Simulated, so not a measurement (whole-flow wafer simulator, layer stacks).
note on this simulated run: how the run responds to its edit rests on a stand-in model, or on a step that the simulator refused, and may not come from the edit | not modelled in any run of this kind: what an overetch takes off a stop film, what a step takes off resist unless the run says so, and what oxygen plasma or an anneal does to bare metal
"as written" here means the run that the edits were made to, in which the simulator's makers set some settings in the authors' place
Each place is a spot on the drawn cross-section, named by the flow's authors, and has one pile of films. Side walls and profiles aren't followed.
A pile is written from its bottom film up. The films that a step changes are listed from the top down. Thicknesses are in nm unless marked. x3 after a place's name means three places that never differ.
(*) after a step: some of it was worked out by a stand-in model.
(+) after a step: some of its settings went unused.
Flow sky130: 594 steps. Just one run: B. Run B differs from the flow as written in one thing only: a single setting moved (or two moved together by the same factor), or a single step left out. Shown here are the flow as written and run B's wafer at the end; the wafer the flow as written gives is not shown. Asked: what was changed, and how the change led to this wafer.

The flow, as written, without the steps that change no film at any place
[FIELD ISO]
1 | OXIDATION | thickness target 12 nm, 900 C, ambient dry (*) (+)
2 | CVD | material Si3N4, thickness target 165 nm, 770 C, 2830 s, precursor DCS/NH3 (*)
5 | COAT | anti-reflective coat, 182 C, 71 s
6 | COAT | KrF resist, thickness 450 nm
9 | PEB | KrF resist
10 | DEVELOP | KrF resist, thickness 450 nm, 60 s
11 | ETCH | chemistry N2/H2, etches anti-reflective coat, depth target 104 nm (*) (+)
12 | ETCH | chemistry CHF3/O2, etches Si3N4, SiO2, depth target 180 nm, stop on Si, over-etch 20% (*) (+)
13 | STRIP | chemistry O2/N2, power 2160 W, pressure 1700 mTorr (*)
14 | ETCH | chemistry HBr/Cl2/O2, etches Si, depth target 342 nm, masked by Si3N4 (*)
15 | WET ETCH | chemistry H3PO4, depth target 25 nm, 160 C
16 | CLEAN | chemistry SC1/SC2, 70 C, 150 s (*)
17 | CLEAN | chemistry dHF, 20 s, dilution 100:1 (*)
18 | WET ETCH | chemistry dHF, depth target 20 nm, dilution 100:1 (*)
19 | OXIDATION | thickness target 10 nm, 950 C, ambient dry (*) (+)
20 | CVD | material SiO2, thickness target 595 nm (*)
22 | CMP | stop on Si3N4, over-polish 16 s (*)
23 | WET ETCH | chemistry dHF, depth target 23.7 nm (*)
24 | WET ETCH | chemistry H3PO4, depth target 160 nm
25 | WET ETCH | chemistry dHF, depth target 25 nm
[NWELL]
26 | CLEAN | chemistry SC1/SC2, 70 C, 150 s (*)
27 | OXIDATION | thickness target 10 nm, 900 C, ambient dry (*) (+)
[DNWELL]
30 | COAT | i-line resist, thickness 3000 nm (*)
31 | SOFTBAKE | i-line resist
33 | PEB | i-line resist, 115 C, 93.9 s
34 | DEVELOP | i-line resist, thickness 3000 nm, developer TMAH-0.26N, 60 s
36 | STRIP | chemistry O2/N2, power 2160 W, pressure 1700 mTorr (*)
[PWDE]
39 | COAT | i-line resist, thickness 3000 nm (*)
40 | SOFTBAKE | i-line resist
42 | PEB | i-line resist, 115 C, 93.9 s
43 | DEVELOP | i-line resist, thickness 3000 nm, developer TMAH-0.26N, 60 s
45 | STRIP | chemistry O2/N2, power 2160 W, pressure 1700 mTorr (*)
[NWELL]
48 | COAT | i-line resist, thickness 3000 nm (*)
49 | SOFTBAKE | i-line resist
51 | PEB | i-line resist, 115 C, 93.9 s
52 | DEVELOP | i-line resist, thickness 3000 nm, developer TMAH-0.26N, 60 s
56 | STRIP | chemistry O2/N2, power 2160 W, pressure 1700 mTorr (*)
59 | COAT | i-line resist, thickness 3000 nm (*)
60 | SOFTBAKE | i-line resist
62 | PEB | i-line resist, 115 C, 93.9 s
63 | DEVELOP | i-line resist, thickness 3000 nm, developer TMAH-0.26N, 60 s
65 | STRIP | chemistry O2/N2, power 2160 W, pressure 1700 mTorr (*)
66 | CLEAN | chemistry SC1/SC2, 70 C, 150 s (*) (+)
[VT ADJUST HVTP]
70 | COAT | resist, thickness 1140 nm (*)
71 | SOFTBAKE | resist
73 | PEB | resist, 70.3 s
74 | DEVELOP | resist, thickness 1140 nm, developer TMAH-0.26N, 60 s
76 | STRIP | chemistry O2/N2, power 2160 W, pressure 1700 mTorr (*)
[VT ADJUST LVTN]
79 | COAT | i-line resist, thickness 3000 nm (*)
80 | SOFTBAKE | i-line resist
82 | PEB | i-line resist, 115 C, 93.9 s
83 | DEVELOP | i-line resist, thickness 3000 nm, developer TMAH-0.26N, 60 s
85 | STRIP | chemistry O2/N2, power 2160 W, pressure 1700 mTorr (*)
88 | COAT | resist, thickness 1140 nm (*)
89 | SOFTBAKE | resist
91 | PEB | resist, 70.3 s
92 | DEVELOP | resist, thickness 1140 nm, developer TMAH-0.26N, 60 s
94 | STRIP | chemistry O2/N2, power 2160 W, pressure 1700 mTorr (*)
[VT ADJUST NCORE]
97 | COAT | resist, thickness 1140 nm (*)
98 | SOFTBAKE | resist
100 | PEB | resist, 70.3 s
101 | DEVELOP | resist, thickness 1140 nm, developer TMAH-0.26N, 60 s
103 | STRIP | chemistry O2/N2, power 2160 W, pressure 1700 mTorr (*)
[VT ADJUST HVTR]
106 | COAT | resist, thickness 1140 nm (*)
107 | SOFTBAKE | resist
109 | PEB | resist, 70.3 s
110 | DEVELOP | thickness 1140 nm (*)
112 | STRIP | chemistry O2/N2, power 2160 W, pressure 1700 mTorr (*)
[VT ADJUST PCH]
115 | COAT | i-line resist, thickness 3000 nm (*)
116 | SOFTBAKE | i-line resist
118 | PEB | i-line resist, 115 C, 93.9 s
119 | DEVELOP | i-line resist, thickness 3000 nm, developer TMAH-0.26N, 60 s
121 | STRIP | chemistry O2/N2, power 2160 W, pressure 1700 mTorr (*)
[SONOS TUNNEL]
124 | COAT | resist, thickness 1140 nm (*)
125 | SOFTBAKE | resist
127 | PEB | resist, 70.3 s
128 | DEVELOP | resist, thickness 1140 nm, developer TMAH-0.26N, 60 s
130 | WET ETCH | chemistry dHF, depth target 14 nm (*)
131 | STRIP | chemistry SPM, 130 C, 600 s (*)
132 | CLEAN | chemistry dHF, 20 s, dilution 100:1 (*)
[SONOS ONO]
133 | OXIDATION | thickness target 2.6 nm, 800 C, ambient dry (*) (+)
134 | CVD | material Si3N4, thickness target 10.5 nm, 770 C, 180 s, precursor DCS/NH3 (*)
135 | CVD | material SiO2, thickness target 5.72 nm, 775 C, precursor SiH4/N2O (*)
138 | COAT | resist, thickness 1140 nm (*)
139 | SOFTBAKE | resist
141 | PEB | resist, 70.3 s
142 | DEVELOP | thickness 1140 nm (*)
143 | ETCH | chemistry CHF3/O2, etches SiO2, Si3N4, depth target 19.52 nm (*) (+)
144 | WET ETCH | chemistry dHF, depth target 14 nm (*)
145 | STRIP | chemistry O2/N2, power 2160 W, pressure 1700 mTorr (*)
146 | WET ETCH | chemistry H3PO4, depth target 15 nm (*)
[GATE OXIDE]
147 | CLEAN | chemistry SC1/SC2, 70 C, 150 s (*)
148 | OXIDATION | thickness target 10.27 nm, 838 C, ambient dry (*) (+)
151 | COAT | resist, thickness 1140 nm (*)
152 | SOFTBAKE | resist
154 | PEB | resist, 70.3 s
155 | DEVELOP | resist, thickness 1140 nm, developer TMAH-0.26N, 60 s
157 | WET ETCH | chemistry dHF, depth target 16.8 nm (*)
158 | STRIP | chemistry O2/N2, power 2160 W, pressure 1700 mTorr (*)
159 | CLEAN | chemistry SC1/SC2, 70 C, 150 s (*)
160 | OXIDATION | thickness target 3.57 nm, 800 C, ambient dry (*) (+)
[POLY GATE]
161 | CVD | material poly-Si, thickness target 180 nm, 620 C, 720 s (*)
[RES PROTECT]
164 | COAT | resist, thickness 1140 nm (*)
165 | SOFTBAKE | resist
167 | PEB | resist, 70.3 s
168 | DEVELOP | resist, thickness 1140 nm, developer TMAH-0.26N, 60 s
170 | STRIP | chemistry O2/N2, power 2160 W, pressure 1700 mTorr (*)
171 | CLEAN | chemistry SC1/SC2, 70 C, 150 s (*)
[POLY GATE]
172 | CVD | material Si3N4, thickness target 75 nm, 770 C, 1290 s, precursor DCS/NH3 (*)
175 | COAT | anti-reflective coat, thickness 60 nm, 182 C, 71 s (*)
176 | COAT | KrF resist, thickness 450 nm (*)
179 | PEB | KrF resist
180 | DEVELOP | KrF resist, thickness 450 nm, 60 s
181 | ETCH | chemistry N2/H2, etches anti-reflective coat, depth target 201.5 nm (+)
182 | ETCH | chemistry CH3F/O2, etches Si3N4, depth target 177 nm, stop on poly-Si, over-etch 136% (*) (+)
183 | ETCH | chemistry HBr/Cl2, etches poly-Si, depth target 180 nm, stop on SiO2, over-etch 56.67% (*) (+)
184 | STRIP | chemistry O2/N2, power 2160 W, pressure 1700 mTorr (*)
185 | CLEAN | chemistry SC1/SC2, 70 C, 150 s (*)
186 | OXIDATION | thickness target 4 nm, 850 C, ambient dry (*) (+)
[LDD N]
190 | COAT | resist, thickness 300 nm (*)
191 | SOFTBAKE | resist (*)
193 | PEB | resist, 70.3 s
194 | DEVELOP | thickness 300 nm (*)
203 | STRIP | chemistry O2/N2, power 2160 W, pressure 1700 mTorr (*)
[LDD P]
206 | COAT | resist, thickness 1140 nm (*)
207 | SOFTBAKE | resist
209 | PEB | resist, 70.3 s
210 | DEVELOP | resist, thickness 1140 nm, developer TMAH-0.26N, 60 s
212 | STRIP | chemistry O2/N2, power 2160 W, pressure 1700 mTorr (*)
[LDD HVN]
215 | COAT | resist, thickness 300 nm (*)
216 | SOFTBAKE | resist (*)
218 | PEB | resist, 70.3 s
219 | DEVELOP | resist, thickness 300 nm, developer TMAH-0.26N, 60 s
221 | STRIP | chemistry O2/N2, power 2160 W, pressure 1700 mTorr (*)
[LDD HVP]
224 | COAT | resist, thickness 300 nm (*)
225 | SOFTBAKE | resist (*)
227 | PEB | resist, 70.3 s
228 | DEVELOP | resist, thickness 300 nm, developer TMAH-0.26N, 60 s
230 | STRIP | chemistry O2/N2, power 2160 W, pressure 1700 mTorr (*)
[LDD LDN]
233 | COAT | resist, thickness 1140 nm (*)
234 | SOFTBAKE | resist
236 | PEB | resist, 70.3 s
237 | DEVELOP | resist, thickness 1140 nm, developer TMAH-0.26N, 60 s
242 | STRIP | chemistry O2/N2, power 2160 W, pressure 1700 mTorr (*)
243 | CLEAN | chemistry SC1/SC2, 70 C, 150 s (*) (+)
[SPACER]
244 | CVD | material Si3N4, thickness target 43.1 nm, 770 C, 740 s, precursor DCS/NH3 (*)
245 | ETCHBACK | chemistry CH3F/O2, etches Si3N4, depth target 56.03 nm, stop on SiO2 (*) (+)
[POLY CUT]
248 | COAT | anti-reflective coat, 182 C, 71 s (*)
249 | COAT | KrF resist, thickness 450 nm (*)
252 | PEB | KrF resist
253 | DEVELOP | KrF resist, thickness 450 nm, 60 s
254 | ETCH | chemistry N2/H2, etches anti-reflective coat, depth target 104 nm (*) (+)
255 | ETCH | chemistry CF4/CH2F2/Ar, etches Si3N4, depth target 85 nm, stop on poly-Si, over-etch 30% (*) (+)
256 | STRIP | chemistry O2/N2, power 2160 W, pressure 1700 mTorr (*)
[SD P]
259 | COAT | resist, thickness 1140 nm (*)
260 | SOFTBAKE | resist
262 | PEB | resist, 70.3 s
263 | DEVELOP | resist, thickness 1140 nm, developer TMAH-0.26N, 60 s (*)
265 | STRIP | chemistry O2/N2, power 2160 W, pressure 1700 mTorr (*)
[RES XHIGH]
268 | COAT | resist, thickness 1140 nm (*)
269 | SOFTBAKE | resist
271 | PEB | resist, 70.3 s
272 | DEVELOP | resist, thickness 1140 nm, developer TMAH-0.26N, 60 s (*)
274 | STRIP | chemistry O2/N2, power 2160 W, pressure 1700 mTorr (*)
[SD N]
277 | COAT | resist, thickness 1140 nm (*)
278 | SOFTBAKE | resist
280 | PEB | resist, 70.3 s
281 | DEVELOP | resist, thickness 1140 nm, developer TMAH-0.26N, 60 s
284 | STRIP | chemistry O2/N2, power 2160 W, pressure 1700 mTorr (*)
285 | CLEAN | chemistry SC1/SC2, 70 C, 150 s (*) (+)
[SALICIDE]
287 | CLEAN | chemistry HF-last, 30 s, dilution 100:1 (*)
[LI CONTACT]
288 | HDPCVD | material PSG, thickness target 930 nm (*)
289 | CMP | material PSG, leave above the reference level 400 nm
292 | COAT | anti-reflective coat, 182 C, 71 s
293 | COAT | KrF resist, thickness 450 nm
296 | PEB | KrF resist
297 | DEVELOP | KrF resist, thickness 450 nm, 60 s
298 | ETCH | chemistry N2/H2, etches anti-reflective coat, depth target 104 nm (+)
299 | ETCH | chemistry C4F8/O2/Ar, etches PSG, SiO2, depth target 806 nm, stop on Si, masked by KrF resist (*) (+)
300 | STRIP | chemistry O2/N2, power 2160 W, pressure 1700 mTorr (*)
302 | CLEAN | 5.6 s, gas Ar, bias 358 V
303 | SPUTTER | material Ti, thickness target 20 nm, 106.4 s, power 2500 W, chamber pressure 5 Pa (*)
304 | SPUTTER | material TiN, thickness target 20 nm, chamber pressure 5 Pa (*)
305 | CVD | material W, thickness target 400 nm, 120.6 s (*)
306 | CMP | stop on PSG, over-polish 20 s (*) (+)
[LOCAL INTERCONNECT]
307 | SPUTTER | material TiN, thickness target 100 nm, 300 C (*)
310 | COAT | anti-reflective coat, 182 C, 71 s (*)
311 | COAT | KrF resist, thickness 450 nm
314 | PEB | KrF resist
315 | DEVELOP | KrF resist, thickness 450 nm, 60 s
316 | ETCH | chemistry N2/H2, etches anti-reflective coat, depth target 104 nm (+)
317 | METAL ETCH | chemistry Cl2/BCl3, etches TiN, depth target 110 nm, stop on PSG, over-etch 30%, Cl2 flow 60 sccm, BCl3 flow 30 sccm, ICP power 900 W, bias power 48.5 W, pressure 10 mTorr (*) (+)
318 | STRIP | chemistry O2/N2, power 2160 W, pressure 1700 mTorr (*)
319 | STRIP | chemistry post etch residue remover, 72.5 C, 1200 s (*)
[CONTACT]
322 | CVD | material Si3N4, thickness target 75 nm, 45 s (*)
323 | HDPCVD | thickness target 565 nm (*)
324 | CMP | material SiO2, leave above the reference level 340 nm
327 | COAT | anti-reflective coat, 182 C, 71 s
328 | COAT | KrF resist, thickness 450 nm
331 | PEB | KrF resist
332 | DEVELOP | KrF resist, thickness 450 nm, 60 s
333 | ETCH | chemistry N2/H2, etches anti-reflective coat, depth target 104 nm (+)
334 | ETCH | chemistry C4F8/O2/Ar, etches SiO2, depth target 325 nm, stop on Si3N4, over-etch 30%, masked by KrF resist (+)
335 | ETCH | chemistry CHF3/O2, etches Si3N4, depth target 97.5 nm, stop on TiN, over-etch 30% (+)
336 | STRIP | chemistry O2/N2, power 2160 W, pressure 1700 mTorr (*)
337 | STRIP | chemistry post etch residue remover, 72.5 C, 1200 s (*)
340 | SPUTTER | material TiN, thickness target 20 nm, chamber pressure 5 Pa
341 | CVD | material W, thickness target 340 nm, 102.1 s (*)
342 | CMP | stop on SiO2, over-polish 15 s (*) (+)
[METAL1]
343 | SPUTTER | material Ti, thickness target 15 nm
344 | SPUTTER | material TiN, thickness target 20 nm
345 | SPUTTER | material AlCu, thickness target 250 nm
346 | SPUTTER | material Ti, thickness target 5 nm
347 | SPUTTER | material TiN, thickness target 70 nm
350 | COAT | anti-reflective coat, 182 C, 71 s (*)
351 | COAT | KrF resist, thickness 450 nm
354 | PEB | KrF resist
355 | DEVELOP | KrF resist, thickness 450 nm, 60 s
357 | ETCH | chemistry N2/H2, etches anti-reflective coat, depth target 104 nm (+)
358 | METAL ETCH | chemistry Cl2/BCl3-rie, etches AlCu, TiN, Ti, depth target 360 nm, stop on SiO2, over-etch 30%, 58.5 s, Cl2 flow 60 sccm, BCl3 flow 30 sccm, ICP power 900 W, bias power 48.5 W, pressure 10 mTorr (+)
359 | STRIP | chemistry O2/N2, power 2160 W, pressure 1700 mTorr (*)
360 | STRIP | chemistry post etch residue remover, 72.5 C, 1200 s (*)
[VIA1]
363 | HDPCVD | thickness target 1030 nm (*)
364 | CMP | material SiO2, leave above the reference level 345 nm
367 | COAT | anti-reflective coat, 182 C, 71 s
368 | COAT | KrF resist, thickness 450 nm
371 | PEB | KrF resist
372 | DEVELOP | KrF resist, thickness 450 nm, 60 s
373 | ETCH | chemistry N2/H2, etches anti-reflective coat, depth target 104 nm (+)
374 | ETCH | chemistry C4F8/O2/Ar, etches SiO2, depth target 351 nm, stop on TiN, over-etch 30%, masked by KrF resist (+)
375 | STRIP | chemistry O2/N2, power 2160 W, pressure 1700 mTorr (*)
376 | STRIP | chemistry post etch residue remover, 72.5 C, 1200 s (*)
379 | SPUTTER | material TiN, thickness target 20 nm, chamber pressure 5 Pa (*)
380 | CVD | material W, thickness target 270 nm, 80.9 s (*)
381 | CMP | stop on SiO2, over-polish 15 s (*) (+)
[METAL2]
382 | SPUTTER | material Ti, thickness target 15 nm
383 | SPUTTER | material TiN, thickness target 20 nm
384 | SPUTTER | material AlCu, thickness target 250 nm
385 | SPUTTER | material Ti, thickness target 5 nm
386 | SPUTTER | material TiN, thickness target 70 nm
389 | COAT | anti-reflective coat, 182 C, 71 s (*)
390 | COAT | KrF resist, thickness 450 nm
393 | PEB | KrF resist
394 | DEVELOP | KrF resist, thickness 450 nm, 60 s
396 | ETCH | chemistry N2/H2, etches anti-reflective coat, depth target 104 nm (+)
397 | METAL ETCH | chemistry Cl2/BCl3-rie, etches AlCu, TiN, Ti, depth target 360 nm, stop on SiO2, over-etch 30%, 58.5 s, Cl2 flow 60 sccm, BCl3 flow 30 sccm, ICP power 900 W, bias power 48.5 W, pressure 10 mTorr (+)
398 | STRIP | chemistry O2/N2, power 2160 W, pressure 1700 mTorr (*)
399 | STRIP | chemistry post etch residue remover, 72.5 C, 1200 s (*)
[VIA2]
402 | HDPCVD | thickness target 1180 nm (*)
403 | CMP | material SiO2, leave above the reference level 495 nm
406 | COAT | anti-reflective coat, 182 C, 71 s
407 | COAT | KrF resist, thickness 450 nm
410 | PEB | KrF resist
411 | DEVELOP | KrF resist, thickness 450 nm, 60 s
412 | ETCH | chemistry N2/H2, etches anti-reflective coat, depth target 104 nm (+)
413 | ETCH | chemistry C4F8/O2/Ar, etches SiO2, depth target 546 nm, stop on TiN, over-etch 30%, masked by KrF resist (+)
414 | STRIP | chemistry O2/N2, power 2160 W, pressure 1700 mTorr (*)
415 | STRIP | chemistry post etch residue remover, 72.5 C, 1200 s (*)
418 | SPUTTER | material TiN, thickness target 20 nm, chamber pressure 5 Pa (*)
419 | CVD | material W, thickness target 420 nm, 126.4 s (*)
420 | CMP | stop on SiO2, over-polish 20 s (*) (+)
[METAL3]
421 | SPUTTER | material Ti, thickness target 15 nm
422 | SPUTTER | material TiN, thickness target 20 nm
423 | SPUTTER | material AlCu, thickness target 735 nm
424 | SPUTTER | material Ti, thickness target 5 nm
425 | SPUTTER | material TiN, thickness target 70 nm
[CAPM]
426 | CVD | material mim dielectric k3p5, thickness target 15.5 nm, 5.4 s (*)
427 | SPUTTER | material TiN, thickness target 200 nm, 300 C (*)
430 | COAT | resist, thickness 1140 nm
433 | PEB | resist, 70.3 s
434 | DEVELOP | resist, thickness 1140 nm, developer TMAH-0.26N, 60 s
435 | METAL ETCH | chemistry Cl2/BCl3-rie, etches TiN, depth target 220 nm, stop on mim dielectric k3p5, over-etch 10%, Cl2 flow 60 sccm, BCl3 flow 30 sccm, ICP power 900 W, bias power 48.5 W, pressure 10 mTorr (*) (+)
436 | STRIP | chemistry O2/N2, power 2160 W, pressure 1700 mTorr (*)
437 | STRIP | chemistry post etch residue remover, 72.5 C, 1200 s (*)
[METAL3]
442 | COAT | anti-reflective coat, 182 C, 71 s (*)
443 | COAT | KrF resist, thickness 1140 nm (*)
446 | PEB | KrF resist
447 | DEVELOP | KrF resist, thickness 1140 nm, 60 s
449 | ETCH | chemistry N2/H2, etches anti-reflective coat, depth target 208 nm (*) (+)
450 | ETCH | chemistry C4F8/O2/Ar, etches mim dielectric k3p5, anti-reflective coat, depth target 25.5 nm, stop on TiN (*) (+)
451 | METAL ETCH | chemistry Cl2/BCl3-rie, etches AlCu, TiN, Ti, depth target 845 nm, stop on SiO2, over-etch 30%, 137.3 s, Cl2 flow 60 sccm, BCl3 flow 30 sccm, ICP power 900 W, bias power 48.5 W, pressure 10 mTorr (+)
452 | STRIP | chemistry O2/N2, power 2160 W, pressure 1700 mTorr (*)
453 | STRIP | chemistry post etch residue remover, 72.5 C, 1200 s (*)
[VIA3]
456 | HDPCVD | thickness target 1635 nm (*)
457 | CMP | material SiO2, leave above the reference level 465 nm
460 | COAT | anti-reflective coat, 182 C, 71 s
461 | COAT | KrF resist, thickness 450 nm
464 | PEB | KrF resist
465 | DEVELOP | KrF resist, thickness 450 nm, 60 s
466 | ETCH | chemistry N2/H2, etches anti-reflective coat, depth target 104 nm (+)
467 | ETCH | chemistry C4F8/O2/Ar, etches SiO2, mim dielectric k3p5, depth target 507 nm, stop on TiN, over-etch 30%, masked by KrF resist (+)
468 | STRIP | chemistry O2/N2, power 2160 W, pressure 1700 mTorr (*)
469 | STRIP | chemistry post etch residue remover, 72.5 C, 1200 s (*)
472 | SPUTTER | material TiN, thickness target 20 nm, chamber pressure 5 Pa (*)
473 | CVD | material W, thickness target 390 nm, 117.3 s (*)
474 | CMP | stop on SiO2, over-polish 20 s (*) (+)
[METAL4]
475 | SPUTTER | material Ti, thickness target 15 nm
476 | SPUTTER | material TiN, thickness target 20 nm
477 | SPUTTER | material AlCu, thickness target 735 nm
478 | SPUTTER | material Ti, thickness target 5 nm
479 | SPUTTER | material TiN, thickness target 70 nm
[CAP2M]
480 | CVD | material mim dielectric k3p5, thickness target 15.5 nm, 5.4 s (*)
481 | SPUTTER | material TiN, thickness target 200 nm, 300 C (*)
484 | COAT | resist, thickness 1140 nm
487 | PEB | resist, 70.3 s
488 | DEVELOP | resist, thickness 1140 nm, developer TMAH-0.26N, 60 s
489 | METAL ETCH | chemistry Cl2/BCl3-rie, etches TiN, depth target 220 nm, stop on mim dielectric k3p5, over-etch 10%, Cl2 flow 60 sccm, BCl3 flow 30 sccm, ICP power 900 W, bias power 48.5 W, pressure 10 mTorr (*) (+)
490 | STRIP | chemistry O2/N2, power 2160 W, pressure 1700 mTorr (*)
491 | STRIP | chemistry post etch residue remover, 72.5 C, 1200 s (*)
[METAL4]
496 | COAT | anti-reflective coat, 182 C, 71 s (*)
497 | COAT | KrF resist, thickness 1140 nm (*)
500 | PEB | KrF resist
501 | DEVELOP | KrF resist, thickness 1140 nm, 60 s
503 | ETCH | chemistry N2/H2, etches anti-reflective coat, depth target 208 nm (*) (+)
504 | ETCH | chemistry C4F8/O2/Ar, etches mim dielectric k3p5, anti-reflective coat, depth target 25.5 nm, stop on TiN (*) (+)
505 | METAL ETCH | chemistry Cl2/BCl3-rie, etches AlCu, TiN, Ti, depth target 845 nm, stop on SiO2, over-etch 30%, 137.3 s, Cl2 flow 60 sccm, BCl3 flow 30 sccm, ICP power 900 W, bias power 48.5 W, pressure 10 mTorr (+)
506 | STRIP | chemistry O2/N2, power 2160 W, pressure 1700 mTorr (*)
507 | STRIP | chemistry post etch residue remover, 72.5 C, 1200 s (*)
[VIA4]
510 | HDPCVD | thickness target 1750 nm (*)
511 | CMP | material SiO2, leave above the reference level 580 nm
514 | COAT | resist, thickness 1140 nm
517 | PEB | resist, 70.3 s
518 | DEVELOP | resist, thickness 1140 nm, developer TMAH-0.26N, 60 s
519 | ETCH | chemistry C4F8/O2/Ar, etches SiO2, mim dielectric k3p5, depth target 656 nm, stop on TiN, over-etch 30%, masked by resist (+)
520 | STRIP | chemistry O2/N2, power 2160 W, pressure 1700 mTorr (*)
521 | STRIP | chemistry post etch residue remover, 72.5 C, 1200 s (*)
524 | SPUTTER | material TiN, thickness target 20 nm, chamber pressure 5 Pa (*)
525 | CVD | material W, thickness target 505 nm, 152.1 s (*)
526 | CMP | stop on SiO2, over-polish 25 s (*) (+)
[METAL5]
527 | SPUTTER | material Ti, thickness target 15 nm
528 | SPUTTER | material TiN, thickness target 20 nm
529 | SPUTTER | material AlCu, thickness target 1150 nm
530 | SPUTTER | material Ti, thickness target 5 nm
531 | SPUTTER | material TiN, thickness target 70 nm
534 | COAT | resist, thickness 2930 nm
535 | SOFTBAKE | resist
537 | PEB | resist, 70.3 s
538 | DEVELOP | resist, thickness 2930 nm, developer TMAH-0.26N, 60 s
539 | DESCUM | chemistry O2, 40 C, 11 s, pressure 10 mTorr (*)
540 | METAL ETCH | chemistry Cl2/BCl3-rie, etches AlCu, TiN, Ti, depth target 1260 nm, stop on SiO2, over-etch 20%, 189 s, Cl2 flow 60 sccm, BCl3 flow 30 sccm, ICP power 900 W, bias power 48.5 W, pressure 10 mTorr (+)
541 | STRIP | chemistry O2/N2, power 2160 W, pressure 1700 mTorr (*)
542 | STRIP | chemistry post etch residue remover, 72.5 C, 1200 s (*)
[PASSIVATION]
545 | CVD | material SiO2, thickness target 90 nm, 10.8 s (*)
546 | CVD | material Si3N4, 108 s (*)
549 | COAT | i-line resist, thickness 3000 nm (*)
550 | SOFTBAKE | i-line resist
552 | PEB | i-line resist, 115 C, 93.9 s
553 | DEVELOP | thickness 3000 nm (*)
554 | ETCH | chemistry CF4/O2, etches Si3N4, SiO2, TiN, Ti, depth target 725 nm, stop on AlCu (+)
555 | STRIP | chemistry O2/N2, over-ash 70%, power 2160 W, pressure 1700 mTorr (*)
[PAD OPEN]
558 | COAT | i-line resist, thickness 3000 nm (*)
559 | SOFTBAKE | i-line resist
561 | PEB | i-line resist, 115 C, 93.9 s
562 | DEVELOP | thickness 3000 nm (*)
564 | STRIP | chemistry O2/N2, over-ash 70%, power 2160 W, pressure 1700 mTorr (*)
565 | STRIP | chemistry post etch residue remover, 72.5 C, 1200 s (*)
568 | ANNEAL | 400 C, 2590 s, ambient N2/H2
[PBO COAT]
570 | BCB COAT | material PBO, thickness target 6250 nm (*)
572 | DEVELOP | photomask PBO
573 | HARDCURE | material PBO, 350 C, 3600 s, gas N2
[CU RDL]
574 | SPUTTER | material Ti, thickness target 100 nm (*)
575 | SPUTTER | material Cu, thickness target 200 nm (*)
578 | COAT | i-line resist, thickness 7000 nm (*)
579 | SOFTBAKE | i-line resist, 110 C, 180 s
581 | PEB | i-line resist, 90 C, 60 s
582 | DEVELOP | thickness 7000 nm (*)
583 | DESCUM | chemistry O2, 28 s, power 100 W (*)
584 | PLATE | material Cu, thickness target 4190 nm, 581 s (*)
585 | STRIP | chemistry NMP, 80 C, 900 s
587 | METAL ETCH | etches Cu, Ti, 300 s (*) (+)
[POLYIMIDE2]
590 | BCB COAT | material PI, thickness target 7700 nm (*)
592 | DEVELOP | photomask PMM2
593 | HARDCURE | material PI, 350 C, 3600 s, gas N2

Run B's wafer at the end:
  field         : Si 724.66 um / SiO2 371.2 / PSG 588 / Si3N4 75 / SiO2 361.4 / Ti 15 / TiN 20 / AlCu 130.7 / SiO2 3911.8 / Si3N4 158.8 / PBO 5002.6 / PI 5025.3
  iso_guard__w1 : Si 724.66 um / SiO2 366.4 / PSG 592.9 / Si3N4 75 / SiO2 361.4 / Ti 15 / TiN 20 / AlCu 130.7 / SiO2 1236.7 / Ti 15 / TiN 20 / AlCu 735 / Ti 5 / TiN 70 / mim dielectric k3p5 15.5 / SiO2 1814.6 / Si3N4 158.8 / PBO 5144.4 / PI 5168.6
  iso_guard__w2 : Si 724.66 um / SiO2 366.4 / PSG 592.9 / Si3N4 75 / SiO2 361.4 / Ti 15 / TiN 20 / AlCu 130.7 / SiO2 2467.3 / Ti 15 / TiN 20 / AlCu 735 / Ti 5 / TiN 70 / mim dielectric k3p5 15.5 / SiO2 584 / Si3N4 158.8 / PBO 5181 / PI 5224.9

Cause: step 358, METAL ETCH: depth target 144 nm was run, whereas the flow has depth target 360 nm; step 358, METAL ETCH: 23.4 s was run, where the flow has 58.5 s.

How this came from the change, step by step:
  358 | METAL ETCH | chemistry Cl2/BCl3-rie, etches AlCu, TiN, Ti, depth target 360 nm, stop on SiO2, over-etch 30%, 58.5 s, Cl2 flow 60 sccm, BCl3 flow 30 sccm, ICP power 900 W, bias power 48.5 W, pressure 10 mTorr (+)
      field, active, gate and 81 more: TiN loses 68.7 (all of it), Ti loses 5 (all of it), AlCu loses 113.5 (in the flow as written it would be: TiN loses 68.7 (all of it), Ti loses 5 (all of it), AlCu loses 250 (all of it), TiN loses 20 (all of it), Ti loses 15 (all of it), SiO2 loses 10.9)
      n_well, p_well, gate_hv and 104 more: KrF resist loses 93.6 (in the flow as written it would be: KrF resist loses 234)
  359 | STRIP | chemistry O2/N2, power 2160 W, pressure 1700 mTorr (*)
      n_well, p_well, gate_hv and 100 more: KrF resist loses 284.2 (all of it), anti-reflective coat loses 80 (all of it) (in the flow as written it would be: KrF resist loses 143.8 (all of it), anti-reflective coat loses 80 (all of it))
      poly_licon, ndiff_licon, ndiff_licon_cpp, rpo_hd_licon: KrF resist loses 284.3 (all of it), anti-reflective coat loses 80.5 (all of it) (in the flow as written it would be: KrF resist loses 143.9 (all of it), anti-reflective coat loses 80.5 (all of it))
  360 | STRIP | chemistry post etch residue remover, 72.5 C, 1200 s (*)
      field, active, gate and 81 more: AlCu loses 5.72 (in the flow as written it would be: nothing)
  363 | HDPCVD | thickness target 1030 nm (*)
      field, active, gate and 81 more: SiO2 gains 1030 (new film) (in the flow as written it would be: SiO2 gains 1030)
  364 | CMP | material SiO2, leave above the reference level 345 nm
      field, active, gate and 81 more: SiO2 loses 565.7 (in the flow as written it would be: SiO2 loses 389.1)
If metal films that touch count as one body, field has 1 body; the flow as written gives 0 bodies.
If metal films that touch count as one body, iso_guard__w1 has 2 bodies (between them, from the top down: SiO2 1236.7); the flow as written gives 1 body.
If metal films that touch count as one body, iso_guard__w2 has 2 bodies (between them, from the top down: SiO2 2467.3); the flow as written gives 1 body.
